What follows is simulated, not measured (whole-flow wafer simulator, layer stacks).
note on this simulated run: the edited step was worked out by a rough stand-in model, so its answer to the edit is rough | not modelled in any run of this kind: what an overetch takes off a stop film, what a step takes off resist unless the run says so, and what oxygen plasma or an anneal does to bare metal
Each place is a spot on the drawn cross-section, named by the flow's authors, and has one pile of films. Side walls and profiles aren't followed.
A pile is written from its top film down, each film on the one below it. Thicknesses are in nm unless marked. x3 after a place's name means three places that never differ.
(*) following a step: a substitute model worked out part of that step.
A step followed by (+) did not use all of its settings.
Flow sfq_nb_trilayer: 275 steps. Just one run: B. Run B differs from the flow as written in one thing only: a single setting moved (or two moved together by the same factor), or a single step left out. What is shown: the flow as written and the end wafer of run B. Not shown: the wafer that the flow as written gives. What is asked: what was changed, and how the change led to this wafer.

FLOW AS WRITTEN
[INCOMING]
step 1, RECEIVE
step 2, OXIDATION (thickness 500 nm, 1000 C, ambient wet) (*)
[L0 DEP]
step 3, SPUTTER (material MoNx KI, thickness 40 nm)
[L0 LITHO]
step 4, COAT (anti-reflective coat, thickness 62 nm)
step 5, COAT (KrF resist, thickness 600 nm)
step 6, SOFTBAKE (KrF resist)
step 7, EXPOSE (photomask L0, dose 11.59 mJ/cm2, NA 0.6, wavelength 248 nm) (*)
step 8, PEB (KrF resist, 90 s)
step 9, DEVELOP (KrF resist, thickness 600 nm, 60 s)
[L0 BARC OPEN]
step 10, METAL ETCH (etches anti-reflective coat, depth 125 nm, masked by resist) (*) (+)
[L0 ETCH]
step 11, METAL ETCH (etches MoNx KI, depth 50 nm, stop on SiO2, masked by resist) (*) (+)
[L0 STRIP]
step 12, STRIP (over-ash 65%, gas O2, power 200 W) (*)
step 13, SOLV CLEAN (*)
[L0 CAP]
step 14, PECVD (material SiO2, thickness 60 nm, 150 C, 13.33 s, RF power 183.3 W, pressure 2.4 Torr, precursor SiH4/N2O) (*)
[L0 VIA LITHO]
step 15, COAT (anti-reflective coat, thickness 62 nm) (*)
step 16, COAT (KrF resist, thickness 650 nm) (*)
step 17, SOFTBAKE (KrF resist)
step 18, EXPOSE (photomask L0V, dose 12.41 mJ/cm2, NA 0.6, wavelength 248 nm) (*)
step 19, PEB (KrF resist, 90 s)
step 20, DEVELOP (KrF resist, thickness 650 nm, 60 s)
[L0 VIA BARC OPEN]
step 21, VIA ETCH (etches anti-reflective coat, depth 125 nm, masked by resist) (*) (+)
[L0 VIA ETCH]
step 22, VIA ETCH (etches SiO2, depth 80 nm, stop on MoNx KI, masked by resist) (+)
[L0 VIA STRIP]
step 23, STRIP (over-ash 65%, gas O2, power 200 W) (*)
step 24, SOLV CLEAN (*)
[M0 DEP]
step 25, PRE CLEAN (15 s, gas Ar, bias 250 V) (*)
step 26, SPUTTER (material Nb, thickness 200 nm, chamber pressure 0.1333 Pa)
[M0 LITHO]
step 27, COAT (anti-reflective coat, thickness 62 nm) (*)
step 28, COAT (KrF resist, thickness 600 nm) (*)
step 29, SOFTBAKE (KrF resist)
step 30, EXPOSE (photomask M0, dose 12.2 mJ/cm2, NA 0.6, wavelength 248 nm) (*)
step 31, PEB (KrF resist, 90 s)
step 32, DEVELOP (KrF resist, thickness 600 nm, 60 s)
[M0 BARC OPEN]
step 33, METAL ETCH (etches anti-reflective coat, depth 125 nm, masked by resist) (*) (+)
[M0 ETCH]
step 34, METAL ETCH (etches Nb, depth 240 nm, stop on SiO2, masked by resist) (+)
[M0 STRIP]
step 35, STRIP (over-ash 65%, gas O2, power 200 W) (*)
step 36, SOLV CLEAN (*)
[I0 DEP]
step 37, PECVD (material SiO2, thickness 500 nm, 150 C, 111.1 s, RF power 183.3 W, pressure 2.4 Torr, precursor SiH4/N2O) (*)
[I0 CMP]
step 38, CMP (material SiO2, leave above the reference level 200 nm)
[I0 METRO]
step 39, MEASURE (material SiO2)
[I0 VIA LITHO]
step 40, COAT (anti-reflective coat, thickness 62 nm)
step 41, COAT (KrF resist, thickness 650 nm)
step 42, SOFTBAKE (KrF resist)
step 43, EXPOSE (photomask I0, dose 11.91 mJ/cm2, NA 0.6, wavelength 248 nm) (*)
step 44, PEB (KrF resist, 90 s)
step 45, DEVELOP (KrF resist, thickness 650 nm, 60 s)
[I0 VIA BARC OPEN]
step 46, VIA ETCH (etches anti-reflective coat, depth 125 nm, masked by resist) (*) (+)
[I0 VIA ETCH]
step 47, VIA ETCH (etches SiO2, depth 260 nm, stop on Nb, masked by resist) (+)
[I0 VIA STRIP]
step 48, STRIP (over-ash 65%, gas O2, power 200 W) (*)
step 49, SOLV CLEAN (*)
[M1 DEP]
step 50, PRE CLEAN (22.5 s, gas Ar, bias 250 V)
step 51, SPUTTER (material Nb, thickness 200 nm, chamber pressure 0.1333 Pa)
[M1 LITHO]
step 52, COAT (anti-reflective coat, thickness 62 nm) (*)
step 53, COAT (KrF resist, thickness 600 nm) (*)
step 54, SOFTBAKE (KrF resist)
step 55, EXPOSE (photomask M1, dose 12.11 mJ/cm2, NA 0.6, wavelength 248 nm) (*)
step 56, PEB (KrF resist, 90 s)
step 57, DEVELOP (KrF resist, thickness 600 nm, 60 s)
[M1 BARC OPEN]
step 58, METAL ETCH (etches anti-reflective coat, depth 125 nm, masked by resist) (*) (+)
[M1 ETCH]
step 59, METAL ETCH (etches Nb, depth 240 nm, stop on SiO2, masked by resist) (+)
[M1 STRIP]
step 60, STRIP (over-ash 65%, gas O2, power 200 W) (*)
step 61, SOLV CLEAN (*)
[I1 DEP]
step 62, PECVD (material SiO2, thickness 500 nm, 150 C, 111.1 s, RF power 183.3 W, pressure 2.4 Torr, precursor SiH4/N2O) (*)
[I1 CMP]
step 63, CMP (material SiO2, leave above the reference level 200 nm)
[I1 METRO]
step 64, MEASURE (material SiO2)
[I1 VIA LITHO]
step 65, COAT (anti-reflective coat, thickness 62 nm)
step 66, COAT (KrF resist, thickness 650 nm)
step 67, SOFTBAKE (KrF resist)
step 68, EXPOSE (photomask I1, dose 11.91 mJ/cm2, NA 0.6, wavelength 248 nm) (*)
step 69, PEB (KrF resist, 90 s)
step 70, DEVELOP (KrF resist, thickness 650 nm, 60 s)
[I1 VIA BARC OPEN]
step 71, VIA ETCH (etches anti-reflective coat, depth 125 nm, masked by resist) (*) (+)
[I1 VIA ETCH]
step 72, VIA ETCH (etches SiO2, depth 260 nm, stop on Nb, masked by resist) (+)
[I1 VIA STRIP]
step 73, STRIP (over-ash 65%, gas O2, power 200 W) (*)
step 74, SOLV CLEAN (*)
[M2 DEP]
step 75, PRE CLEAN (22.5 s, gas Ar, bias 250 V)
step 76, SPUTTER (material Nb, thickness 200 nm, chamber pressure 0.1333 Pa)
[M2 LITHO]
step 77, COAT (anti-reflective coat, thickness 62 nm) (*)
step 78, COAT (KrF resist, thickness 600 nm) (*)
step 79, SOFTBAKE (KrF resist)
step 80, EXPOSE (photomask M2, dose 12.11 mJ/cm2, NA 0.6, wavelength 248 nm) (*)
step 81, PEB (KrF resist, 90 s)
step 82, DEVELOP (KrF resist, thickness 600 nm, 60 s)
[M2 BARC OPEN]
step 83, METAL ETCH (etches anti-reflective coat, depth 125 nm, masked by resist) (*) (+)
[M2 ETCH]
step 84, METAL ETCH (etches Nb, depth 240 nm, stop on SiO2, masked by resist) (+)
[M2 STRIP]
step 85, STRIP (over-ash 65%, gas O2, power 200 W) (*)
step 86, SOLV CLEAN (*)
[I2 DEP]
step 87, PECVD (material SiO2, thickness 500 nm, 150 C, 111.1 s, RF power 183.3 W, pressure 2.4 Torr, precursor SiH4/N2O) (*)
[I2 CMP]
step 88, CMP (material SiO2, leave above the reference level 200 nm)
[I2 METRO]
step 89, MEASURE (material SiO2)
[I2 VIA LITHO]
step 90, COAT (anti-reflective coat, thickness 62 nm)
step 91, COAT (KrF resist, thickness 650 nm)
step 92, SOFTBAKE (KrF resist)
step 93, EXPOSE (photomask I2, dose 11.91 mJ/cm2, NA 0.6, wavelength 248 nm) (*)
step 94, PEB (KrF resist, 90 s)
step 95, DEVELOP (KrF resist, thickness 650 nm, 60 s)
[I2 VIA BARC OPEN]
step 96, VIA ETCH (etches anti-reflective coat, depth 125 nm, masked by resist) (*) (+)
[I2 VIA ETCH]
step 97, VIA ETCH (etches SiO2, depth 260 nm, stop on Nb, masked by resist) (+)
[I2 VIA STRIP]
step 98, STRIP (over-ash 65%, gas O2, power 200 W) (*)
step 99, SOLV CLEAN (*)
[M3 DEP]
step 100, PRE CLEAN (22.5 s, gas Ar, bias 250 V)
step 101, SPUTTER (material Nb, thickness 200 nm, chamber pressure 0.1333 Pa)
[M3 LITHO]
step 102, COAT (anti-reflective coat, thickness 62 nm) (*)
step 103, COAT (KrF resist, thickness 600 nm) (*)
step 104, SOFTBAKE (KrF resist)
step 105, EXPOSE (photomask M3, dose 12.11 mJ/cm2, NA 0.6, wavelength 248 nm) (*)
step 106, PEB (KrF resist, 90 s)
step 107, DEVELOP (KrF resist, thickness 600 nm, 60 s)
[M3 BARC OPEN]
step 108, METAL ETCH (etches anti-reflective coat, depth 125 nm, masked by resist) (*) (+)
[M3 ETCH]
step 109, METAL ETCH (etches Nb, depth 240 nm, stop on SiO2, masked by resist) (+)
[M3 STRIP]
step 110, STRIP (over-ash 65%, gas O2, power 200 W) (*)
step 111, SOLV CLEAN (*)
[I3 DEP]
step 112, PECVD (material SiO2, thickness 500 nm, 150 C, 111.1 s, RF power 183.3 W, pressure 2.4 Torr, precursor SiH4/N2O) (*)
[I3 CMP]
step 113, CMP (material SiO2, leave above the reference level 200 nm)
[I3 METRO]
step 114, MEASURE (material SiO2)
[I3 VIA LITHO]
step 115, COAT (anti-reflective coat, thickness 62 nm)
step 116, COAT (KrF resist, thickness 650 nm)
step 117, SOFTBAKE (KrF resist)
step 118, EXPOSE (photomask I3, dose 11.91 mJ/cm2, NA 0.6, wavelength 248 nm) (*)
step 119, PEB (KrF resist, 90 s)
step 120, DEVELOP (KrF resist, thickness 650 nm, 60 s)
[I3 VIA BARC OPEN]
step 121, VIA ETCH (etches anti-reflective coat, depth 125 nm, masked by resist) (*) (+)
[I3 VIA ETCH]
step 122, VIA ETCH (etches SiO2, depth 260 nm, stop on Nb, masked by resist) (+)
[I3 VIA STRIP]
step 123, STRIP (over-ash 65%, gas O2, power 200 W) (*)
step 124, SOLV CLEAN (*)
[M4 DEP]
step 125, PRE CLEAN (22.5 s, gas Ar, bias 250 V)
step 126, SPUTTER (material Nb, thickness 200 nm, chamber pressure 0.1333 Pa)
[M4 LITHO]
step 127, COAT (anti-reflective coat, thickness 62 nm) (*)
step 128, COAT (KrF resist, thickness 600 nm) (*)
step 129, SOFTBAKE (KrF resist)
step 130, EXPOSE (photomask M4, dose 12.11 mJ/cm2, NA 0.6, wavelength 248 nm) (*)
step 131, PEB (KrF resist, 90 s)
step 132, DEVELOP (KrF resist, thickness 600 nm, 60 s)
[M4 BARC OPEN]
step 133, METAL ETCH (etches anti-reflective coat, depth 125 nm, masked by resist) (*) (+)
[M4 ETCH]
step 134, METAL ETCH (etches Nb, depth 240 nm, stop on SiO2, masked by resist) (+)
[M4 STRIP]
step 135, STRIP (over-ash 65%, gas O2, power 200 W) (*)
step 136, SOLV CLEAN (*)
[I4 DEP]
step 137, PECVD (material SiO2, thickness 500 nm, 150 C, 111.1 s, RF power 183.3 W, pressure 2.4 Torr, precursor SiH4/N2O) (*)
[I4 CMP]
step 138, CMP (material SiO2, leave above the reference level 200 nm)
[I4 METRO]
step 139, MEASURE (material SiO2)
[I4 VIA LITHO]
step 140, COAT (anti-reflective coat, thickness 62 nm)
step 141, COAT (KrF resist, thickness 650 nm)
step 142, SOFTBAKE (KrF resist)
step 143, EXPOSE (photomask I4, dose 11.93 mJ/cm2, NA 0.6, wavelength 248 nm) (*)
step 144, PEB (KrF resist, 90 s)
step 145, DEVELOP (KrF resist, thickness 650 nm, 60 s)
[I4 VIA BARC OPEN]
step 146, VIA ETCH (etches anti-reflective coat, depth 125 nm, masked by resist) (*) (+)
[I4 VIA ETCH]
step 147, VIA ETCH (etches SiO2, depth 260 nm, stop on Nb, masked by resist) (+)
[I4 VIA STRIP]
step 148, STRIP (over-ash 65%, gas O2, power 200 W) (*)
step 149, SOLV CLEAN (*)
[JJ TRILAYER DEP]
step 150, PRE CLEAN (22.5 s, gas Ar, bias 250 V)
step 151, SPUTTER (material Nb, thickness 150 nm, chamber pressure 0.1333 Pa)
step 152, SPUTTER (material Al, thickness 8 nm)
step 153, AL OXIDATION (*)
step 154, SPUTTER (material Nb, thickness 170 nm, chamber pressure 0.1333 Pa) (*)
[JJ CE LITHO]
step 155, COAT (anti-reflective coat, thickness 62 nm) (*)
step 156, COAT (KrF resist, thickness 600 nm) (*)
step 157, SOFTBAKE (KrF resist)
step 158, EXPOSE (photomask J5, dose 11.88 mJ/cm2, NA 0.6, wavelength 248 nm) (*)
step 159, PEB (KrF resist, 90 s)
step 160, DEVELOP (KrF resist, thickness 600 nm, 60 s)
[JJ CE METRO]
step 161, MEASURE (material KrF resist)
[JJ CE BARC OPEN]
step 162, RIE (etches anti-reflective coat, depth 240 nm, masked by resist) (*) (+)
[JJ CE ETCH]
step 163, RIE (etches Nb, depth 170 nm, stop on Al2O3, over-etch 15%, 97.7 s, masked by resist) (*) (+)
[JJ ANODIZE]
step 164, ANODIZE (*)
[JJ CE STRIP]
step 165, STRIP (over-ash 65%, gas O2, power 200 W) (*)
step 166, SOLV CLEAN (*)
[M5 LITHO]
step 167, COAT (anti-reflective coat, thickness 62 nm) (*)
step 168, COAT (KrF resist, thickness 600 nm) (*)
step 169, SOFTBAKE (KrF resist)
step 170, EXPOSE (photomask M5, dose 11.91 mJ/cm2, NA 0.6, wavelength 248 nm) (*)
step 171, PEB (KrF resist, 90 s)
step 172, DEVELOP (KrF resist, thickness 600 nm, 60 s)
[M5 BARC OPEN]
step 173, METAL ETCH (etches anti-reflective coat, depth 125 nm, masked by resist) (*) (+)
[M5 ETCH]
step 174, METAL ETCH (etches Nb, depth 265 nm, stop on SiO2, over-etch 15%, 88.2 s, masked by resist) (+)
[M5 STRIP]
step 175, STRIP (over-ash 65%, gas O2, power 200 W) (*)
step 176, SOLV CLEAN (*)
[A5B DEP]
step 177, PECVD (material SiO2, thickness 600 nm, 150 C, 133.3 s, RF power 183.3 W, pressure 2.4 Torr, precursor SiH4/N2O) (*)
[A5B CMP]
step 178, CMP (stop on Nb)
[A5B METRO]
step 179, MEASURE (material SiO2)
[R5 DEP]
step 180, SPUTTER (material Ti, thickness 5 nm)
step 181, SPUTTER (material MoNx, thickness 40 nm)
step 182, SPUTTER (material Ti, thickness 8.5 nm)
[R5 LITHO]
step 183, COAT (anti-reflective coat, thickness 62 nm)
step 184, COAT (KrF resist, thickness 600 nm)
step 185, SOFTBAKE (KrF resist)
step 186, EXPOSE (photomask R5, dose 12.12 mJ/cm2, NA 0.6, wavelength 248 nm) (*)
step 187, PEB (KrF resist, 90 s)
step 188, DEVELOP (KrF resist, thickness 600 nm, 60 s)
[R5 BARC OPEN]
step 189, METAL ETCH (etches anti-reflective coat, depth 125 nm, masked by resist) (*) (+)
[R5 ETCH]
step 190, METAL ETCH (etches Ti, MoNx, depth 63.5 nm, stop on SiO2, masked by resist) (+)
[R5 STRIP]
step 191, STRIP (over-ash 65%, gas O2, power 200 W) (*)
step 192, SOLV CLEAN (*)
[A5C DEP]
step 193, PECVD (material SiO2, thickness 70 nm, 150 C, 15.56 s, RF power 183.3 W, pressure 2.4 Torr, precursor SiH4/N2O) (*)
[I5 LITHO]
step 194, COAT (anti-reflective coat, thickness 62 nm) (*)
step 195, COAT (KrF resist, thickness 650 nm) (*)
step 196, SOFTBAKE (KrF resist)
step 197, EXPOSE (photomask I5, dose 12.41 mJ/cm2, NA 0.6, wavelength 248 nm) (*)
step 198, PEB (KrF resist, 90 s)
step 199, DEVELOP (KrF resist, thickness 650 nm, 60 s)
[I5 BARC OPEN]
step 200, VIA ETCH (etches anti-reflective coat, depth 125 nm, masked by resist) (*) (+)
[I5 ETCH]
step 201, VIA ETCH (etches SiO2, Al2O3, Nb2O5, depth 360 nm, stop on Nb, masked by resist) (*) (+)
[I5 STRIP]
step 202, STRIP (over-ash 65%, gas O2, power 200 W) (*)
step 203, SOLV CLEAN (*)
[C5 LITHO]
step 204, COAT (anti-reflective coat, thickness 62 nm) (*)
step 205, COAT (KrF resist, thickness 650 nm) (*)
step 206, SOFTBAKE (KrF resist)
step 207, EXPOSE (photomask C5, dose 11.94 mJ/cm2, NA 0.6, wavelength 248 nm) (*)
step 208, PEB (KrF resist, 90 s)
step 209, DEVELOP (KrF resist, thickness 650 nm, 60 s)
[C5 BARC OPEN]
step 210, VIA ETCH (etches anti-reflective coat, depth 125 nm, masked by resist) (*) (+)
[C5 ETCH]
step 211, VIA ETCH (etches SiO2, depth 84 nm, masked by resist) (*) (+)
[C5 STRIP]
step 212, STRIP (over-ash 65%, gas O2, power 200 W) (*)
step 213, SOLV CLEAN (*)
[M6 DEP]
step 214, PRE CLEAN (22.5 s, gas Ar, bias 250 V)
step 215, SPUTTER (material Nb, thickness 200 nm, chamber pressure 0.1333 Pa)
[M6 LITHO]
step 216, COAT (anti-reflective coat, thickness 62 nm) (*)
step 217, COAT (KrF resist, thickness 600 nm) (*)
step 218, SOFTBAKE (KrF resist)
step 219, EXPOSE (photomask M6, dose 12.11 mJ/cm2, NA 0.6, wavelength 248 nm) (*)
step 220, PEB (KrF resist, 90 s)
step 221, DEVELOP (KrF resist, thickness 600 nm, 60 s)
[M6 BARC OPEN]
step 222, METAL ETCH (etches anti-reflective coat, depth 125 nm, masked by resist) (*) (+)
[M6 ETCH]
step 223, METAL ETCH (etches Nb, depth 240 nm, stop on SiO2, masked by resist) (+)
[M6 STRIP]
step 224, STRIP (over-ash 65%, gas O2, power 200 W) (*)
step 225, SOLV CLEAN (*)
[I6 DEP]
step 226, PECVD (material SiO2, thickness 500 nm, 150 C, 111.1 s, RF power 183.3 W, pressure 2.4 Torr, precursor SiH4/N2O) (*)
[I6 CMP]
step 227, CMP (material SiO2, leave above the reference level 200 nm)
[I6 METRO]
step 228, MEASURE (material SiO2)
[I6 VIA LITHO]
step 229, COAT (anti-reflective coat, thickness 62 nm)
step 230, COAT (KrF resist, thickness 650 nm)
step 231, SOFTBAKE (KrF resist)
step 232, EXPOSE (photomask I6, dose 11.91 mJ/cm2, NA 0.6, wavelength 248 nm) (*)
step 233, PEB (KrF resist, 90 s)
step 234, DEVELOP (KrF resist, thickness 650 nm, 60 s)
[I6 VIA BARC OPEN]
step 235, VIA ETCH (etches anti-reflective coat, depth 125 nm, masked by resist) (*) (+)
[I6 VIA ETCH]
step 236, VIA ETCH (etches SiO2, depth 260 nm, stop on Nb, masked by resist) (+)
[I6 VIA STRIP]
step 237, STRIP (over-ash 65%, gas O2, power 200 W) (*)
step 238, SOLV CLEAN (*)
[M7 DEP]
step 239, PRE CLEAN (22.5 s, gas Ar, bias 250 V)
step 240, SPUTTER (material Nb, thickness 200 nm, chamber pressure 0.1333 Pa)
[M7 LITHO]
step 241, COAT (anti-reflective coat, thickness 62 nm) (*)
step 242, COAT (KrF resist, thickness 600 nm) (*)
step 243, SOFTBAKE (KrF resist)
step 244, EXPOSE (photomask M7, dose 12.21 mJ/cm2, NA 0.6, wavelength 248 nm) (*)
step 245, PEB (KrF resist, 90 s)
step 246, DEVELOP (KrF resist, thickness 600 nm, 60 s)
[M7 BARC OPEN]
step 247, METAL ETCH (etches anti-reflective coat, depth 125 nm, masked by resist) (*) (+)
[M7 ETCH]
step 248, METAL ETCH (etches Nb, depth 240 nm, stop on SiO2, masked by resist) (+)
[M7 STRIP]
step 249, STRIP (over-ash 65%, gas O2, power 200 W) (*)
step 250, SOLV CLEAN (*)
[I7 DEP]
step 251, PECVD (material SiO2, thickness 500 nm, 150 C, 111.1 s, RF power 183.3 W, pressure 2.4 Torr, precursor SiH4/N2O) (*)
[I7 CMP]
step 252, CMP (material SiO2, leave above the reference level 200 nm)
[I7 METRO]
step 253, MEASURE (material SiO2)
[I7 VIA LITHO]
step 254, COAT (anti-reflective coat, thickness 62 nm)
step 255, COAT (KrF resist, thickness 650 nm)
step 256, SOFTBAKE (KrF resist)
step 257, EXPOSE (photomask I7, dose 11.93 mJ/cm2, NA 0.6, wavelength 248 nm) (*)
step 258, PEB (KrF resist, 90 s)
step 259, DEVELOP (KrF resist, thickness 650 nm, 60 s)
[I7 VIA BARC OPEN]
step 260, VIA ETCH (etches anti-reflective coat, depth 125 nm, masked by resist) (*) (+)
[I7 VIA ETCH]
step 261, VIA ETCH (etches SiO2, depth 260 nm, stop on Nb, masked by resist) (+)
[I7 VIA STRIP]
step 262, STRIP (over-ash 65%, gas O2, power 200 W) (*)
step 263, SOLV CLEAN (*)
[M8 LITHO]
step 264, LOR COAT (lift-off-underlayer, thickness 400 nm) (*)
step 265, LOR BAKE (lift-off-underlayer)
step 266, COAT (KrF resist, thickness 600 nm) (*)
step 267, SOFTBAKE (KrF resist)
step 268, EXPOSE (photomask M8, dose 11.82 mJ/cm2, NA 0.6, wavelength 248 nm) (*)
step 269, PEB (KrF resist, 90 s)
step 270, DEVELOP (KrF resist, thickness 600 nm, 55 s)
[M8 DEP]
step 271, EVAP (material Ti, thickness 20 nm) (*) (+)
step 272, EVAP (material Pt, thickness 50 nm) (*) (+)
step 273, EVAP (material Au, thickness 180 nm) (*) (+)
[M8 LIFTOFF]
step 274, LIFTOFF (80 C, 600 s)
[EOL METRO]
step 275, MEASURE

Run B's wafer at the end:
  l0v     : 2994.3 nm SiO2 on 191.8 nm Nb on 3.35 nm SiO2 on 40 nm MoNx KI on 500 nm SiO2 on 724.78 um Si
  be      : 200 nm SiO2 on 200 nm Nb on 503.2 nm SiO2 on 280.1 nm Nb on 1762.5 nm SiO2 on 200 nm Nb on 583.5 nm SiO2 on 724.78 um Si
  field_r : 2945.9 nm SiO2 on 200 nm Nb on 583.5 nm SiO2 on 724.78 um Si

The reason: step 14, PECVD: thickness 88.5 nm was run, whereas the flow has thickness 60 nm; step 14, PECVD: 19.67 s was run, where the flow has 13.33 s.

How this came from the change, step by step:
  step 14, PECVD (material SiO2, thickness 60 nm, 150 C, 13.33 s, RF power 183.3 W, pressure 2.4 Torr, precursor SiH4/N2O) (*)
      v_sur, via_wl, via_w and 97 more: SiO2 gains 88.5 (as written it would have been: SiO2 gains 60)
      field_l, l0_sur, l0v, l0r_line_l, l0r_line_c, l0r_line_r: SiO2 gains 88.5 (new film) (as written it would have been: SiO2 gains 60 (new film))
  step 22, VIA ETCH (etches SiO2, depth 80 nm, stop on MoNx KI, masked by resist) (+)
      l0v: SiO2 loses 80 (as written it would have been: SiO2 loses 59.8 (all of it))
  step 25, PRE CLEAN (15 s, gas Ar, bias 250 V) (*)
      l0v: SiO2 loses 5 (as written it would have been: MoNx KI loses 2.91)
  step 27, COAT (anti-reflective coat, thickness 62 nm) (*)
      l0_sur: anti-reflective coat gains 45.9 (new film) (as written it would have been: anti-reflective coat gains 47.5 (new film))
      l0v: anti-reflective coat gains 83.5 (new film) (as written it would have been: anti-reflective coat gains 78 (new film))
  step 28, COAT (KrF resist, thickness 600 nm) (*)
      l0v: KrF resist gains 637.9 (new film) (as written it would have been: KrF resist gains 622.9 (new film))
  step 35, STRIP (over-ash 65%, gas O2, power 200 W) (*)
      l0_sur: KrF resist loses 369.5 (all of it), anti-reflective coat loses 45.9 (all of it) (as written it would have been: KrF resist loses 372 (all of it), anti-reflective coat loses 47.5 (all of it))
      l0v: KrF resist loses 420.2 (all of it), anti-reflective coat loses 83.5 (all of it) (as written it would have been: KrF resist loses 405.3 (all of it), anti-reflective coat loses 78 (all of it))
  step 38, CMP (material SiO2, leave above the reference level 200 nm)
      l0v: SiO2 loses 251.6 (as written it would have been: SiO2 loses 277.8)
Taking metal films that touch as one body, l0v has 2 bodies (between them, from the top down: SiO2 3.35); the flow as written gives 1 body.
